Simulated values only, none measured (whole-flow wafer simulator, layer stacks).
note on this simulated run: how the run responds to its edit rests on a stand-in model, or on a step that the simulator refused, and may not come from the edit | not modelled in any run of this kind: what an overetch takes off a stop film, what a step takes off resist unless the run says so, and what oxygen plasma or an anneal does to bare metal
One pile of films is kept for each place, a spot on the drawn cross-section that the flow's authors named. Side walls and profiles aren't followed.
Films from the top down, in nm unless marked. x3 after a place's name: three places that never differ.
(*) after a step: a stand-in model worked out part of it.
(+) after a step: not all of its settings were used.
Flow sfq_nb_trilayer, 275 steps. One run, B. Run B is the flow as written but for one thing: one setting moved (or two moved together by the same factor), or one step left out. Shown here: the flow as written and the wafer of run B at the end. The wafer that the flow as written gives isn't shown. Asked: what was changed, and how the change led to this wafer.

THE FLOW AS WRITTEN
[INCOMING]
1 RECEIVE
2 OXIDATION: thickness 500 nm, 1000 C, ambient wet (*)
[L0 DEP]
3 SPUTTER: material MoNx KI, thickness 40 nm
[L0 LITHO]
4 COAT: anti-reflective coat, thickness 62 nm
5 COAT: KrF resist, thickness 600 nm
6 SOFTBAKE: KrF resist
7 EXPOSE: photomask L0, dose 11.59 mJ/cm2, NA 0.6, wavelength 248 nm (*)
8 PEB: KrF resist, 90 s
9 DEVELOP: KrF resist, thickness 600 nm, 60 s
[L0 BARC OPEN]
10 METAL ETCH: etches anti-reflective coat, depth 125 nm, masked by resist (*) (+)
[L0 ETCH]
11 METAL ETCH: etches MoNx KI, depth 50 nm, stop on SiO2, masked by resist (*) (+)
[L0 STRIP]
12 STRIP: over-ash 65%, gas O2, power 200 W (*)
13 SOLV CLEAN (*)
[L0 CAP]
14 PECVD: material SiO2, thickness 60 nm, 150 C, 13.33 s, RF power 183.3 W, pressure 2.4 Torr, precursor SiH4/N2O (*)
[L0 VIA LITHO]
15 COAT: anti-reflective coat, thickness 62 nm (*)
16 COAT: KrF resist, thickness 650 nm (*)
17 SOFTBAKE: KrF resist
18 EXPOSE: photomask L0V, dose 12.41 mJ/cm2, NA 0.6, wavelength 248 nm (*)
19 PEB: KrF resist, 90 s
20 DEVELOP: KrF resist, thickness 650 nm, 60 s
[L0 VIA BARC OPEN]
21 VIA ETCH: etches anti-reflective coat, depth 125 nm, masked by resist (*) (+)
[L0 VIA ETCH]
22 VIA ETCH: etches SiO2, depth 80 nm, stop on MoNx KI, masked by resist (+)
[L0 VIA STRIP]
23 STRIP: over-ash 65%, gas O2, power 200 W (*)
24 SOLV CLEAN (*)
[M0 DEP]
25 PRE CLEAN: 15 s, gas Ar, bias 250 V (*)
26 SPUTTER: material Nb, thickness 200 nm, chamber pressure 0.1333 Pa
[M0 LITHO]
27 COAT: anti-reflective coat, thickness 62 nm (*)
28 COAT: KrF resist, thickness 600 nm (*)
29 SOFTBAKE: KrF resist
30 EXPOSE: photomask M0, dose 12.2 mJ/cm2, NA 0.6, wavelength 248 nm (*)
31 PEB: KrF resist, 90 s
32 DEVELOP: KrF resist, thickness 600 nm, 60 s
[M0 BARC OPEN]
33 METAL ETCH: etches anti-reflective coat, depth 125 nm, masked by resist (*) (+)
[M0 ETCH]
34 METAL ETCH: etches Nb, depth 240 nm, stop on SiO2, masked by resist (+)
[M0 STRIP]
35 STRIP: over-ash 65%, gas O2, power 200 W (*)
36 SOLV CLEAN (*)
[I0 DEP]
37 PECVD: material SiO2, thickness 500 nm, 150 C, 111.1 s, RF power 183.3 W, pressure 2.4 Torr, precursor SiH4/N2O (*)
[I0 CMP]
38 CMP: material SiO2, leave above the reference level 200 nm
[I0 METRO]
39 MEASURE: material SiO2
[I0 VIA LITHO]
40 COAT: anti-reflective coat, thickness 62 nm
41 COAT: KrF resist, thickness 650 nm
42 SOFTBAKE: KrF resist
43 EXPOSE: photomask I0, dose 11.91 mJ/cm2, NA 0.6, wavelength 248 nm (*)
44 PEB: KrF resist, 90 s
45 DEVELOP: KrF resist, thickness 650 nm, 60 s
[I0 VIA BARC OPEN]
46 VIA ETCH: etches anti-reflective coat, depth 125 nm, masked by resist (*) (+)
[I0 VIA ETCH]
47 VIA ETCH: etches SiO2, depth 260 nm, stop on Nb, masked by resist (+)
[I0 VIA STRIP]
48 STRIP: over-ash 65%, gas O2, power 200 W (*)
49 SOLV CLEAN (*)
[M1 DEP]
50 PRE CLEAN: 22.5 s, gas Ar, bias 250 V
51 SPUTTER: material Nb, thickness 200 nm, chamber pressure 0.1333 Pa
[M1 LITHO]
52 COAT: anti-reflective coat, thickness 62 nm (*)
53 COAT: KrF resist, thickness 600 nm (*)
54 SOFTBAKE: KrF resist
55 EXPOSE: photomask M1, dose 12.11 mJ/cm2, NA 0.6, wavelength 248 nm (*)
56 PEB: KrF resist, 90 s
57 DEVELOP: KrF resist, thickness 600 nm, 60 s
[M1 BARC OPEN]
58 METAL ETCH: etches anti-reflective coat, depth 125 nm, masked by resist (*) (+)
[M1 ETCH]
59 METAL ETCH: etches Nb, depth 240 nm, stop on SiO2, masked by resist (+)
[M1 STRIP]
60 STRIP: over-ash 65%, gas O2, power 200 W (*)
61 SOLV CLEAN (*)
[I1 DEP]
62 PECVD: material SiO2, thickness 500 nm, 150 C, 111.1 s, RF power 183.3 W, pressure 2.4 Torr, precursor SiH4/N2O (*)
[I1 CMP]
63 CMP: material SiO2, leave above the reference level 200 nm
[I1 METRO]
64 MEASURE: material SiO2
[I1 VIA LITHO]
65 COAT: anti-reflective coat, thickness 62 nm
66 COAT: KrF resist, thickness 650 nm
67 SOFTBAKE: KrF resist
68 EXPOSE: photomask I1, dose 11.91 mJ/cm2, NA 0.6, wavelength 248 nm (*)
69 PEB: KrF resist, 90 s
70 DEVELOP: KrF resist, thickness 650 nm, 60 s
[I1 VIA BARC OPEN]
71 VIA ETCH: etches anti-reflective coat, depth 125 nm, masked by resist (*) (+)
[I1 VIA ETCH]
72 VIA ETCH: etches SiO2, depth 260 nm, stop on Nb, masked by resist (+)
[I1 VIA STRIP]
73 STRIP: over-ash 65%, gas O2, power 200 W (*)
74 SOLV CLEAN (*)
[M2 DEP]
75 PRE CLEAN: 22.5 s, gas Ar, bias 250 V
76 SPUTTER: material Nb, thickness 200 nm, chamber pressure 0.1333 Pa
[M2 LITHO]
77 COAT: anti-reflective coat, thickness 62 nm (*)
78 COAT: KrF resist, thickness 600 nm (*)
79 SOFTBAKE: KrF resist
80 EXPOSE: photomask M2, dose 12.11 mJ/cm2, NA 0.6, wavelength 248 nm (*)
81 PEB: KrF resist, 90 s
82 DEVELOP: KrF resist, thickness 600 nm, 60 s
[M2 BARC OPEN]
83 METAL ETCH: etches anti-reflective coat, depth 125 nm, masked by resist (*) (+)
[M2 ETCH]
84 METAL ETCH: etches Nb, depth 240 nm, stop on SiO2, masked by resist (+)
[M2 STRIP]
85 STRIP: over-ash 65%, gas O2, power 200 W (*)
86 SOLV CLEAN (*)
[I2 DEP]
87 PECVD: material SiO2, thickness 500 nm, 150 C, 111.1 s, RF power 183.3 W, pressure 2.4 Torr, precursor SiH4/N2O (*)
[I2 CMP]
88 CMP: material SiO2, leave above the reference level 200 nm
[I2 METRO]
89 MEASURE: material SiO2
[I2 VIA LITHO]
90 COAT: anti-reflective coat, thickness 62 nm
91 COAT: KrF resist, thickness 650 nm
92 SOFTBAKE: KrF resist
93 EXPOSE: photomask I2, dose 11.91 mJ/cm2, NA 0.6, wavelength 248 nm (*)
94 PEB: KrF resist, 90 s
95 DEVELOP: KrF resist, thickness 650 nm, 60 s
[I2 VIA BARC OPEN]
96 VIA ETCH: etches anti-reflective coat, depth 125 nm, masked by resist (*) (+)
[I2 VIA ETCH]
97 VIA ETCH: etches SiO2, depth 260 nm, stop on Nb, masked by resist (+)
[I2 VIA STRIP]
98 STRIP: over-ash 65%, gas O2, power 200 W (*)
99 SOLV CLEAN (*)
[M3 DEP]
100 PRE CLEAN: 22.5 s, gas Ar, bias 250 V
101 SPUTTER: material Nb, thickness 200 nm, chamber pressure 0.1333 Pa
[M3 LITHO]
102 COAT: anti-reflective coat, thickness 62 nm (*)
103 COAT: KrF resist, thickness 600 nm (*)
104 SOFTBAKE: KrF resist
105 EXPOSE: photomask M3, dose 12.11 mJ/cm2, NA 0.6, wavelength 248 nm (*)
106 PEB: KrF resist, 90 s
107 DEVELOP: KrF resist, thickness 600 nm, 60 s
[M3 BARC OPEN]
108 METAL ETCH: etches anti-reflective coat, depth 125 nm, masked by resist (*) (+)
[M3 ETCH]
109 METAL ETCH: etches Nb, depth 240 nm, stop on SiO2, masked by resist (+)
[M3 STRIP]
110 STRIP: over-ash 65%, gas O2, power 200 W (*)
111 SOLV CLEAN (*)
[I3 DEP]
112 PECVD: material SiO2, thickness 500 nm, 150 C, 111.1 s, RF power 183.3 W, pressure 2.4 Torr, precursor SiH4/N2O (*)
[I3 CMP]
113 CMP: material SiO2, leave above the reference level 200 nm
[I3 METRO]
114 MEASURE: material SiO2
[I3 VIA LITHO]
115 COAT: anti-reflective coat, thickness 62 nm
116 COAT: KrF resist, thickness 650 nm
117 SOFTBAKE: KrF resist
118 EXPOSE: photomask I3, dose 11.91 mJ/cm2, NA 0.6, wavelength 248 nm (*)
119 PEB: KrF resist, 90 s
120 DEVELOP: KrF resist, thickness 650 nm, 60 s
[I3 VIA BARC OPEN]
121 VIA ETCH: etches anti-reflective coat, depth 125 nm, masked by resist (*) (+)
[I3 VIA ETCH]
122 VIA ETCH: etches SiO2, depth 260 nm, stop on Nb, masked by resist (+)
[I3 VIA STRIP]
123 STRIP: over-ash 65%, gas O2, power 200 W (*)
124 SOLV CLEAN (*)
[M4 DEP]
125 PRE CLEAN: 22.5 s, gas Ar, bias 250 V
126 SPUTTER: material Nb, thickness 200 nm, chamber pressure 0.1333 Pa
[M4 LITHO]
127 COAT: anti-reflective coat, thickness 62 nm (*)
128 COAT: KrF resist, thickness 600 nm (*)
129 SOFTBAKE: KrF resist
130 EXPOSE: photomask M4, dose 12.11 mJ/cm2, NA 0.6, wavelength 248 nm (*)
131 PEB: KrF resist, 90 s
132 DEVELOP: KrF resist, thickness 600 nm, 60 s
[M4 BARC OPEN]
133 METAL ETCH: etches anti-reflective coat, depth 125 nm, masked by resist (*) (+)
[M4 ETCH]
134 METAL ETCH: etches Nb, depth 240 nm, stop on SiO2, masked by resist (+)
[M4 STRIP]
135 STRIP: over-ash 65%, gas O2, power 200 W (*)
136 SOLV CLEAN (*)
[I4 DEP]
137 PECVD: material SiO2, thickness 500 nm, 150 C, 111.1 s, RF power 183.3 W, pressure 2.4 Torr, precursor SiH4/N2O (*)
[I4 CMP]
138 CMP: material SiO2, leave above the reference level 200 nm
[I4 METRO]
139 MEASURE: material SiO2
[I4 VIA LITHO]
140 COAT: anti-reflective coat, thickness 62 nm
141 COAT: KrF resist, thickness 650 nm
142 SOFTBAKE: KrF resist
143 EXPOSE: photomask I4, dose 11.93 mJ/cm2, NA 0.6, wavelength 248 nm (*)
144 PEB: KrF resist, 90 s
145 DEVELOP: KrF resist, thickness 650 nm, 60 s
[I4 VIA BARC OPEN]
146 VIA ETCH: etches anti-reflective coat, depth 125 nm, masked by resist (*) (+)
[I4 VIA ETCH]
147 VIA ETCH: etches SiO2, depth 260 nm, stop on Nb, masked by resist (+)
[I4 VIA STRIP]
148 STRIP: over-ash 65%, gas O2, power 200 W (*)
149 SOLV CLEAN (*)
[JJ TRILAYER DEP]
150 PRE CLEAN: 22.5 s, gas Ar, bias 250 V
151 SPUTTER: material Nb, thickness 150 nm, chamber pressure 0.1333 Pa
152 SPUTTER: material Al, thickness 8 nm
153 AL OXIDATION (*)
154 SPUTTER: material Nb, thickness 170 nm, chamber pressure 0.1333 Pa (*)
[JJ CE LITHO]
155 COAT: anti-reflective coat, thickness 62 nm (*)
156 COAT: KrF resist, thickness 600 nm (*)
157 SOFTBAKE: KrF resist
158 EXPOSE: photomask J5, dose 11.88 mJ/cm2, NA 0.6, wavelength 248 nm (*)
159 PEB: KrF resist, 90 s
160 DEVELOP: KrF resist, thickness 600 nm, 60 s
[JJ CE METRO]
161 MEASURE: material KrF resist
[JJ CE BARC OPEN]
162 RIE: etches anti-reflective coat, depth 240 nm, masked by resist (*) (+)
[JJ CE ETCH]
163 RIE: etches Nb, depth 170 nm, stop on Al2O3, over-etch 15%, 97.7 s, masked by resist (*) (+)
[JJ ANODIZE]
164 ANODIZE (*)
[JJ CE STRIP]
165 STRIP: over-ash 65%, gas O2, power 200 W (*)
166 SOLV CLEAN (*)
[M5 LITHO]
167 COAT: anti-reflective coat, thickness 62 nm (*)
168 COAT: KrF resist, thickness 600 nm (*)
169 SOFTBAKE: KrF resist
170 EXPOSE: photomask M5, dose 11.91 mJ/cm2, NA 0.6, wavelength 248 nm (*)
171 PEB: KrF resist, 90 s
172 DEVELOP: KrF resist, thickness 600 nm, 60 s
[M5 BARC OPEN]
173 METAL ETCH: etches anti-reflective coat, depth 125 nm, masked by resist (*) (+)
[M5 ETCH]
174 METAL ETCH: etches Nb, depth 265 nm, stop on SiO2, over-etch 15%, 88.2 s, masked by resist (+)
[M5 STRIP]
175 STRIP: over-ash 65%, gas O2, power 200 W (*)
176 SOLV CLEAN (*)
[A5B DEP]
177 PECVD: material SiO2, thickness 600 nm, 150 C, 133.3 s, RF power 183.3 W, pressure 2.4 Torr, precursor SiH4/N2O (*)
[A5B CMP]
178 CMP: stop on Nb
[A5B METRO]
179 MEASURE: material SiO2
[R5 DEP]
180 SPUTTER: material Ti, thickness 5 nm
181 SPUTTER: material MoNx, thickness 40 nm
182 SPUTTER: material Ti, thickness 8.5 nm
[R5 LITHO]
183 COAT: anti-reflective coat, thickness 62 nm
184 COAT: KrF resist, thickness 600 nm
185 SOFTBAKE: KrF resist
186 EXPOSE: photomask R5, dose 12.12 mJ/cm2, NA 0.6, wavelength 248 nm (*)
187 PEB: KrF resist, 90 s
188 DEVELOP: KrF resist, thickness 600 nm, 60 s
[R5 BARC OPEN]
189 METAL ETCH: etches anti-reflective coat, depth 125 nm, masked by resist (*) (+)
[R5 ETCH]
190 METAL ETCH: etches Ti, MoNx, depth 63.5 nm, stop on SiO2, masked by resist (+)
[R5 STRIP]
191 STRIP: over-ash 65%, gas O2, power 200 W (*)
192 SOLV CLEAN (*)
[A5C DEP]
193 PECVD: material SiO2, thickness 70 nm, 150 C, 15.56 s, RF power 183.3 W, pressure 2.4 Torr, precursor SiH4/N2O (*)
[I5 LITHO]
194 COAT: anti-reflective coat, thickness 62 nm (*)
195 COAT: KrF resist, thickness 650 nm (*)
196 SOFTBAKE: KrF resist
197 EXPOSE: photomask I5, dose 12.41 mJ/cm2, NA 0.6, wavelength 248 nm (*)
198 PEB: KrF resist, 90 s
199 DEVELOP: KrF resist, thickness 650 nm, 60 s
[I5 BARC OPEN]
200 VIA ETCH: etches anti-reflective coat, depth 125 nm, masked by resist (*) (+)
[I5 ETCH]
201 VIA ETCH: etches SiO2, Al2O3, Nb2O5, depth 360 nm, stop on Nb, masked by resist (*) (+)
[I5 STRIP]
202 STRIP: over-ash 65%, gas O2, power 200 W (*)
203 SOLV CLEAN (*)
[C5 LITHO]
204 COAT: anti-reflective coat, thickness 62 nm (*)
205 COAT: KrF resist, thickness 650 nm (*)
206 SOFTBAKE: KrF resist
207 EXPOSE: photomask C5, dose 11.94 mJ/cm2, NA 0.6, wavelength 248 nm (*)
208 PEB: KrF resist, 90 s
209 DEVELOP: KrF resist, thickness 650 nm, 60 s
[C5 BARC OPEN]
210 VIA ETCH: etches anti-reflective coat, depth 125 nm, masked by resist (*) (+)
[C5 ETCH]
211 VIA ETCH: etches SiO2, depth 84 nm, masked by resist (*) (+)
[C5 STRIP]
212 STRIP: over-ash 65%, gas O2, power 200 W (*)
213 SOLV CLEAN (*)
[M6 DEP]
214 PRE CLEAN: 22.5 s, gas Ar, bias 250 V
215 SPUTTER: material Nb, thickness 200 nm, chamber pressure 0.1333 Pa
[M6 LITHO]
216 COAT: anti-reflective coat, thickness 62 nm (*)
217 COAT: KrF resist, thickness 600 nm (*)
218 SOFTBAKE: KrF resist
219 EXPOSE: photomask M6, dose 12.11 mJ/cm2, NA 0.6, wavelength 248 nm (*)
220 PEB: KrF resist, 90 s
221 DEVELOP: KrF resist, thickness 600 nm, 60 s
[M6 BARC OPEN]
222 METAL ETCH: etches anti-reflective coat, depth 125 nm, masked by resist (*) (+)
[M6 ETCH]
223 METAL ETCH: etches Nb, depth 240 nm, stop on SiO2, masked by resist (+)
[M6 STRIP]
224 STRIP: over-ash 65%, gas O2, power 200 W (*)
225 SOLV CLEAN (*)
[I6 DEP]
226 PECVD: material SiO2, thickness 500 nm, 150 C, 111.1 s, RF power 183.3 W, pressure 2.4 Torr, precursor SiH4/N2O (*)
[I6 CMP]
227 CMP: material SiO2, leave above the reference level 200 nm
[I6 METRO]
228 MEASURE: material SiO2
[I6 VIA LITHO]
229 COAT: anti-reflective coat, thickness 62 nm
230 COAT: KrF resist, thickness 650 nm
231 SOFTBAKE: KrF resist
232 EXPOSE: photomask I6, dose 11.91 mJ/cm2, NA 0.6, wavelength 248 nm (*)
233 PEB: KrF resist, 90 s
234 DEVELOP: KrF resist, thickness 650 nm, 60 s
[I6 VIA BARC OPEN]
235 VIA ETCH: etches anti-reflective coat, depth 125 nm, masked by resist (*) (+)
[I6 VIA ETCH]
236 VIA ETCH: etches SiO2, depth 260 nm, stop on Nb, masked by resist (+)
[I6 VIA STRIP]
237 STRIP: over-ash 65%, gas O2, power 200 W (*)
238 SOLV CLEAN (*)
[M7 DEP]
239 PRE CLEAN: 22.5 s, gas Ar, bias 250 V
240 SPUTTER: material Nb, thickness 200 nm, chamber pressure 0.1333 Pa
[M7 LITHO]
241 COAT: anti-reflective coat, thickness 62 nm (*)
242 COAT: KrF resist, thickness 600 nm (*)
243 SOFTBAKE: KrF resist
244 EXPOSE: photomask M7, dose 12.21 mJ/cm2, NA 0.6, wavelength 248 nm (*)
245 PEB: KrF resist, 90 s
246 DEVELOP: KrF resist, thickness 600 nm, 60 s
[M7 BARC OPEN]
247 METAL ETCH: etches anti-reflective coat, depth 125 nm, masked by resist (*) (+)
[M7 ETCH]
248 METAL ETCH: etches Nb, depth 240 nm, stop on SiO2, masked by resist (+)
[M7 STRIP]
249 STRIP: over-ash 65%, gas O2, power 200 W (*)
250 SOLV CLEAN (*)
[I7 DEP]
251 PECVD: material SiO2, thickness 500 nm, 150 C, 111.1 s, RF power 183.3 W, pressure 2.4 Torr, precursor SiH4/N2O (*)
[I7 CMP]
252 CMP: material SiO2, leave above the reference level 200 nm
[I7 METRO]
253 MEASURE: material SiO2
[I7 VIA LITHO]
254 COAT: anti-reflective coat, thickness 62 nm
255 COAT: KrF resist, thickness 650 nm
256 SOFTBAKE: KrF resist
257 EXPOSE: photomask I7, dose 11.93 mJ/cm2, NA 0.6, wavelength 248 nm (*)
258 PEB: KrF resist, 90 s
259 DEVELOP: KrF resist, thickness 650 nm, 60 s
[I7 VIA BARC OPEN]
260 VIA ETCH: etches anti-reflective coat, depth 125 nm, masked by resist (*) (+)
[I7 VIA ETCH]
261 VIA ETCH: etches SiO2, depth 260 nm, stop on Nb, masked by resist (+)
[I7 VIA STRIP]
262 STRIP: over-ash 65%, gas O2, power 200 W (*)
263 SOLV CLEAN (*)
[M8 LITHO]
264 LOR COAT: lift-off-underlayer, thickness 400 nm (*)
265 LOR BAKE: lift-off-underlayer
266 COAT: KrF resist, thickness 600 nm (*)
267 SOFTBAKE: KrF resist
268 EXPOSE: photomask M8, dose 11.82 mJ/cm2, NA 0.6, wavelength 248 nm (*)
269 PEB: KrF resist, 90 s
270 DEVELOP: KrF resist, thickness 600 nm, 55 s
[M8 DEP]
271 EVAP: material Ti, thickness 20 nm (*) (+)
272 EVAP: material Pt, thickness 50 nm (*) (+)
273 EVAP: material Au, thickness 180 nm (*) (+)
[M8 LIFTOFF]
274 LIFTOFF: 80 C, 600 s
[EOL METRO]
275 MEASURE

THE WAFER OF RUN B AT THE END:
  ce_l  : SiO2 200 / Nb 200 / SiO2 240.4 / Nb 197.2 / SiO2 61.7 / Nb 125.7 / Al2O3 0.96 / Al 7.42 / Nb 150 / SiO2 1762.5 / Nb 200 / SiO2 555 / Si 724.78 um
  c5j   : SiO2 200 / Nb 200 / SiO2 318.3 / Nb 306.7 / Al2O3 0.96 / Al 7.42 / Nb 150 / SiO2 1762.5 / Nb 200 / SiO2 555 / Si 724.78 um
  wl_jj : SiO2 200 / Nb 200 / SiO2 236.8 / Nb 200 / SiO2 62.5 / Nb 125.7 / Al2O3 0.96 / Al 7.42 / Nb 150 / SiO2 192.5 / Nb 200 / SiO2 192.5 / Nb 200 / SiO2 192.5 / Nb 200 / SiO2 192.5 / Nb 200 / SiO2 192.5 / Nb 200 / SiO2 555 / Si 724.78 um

The cause: step 190, METAL ETCH: depth 97.8 nm was run, where the flow has depth 63.5 nm.

How the change led to this, step by step:
  190 METAL ETCH: etches Ti, MoNx, depth 63.5 nm, stop on SiO2, masked by resist (+)
      be_r, r_sur, res, r_end, r5r_line_l, r5r_line_c, r5r_line_r: KrF resist -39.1 (as written it would be: KrF resist -25.4)
      ce_l, c5j, ce_r, wl_jj: Ti -8.5 (all of it), MoNx -40 (all of it), Ti -5 (all of it), Nb -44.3 (as written it would be: Ti -8.5 (all of it), MoNx -40 (all of it), Ti -5 (all of it), Nb -10)
  191 STRIP: over-ash 65%, gas O2, power 200 W (*)
      be_r, r_sur, res, r_end, r5r_line_l, r5r_line_c, r5r_line_r: KrF resist -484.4 (all of it), anti-reflective coat -62 (all of it) (as written it would be: KrF resist -498.2 (all of it), anti-reflective coat -62 (all of it))
  194 COAT: anti-reflective coat, thickness 62 nm (*)
      wl_j_sl, wl_j_sr: anti-reflective coat +55 (new film) (as written it would be: anti-reflective coat +60.2 (new film))
      jj_sur: anti-reflective coat +55.4 (new film) (as written it would be: anti-reflective coat +60.8 (new film))
      (and at 5 more places)
  195 COAT: KrF resist, thickness 650 nm (*)
      c5j: KrF resist +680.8 (new film) (as written it would be: KrF resist +662.7 (new film))
      wl_jj: KrF resist +671.7 (new film) (as written it would be: KrF resist +654.8 (new film))
  202 STRIP: over-ash 65%, gas O2, power 200 W (*)
      wl_j_sl, wl_j_sr: KrF resist -333 (all of it), anti-reflective coat -55 (all of it) (as written it would be: KrF resist -333.3 (all of it), anti-reflective coat -60.2 (all of it))
      jj_sur: KrF resist -337.4 (all of it), anti-reflective coat -55.4 (all of it) (as written it would be: KrF resist -337.2 (all of it), anti-reflective coat -60.8 (all of it))
      (and at 5 more places)
  204 COAT: anti-reflective coat, thickness 62 nm (*)
      wl_j_sl, wl_j_sr: anti-reflective coat +55 (new film) (as written it would be: anti-reflective coat +60.2 (new film))
      jj_sur: anti-reflective coat +54.2 (new film) (as written it would be: anti-reflective coat +59.5 (new film))
      (and at 5 more places)
  205 COAT: KrF resist, thickness 650 nm (*)
      c5j: KrF resist +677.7 (new film) (as written it would be: KrF resist +659.4 (new film))
      wl_jj: KrF resist +671.7 (new film) (as written it would be: KrF resist +654.8 (new film))
  209 DEVELOP: KrF resist, thickness 650 nm, 60 s
      c5j: KrF resist -676.3 (all of it) (as written it would be: KrF resist -658.1 (all of it))
  210 VIA ETCH: etches anti-reflective coat, depth 125 nm, masked by resist (*) (+)
      c5j: anti-reflective coat -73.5 (all of it) (as written it would be: anti-reflective coat -63.9 (all of it), SiO2 -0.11)
  212 STRIP: over-ash 65%, gas O2, power 200 W (*)
      wl_j_sl, wl_j_sr: KrF resist -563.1 (all of it), anti-reflective coat -55 (all of it) (as written it would be: KrF resist -563.4 (all of it), anti-reflective coat -60.2 (all of it))
      jj_sur: KrF resist -562.1 (all of it), anti-reflective coat -54.2 (all of it) (as written it would be: KrF resist -562 (all of it), anti-reflective coat -59.5 (all of it))
      (and at 4 more places)
  216 COAT: anti-reflective coat, thickness 62 nm (*)
      wl_j_sl, wl_j_sr: anti-reflective coat +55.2 (new film) (as written it would be: anti-reflective coat +60.2 (new film))
      jj_sur: anti-reflective coat +50.7 (new film) (as written it would be: anti-reflective coat +56.1 (new film))
      (and at 5 more places)
  217 COAT: KrF resist, thickness 600 nm (*)
      ce_l: KrF resist +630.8 (new film) (as written it would be: KrF resist +614.7 (new film))
      c5j: KrF resist +654.7 (new film) (as written it would be: KrF resist +636 (new film))
      (and at 2 more places)
  224 STRIP: over-ash 65%, gas O2, power 200 W (*)
      wl_j_sl, wl_j_sr: KrF resist -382 (all of it), anti-reflective coat -55.2 (all of it) (as written it would be: KrF resist -382.5 (all of it), anti-reflective coat -60.2 (all of it))
      jj_sur: KrF resist -378.1 (all of it), anti-reflective coat -50.7 (all of it) (as written it would be: KrF resist -378.5 (all of it), anti-reflective coat -56.1 (all of it))
      (and at 5 more places)
  227 CMP: material SiO2, leave above the reference level 200 nm
      ce_l, ce_r: SiO2 -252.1 (as written it would be: SiO2 -290)
      c5j: SiO2 -185.1 (as written it would be: SiO2 -223)
      (and at 1 more place)
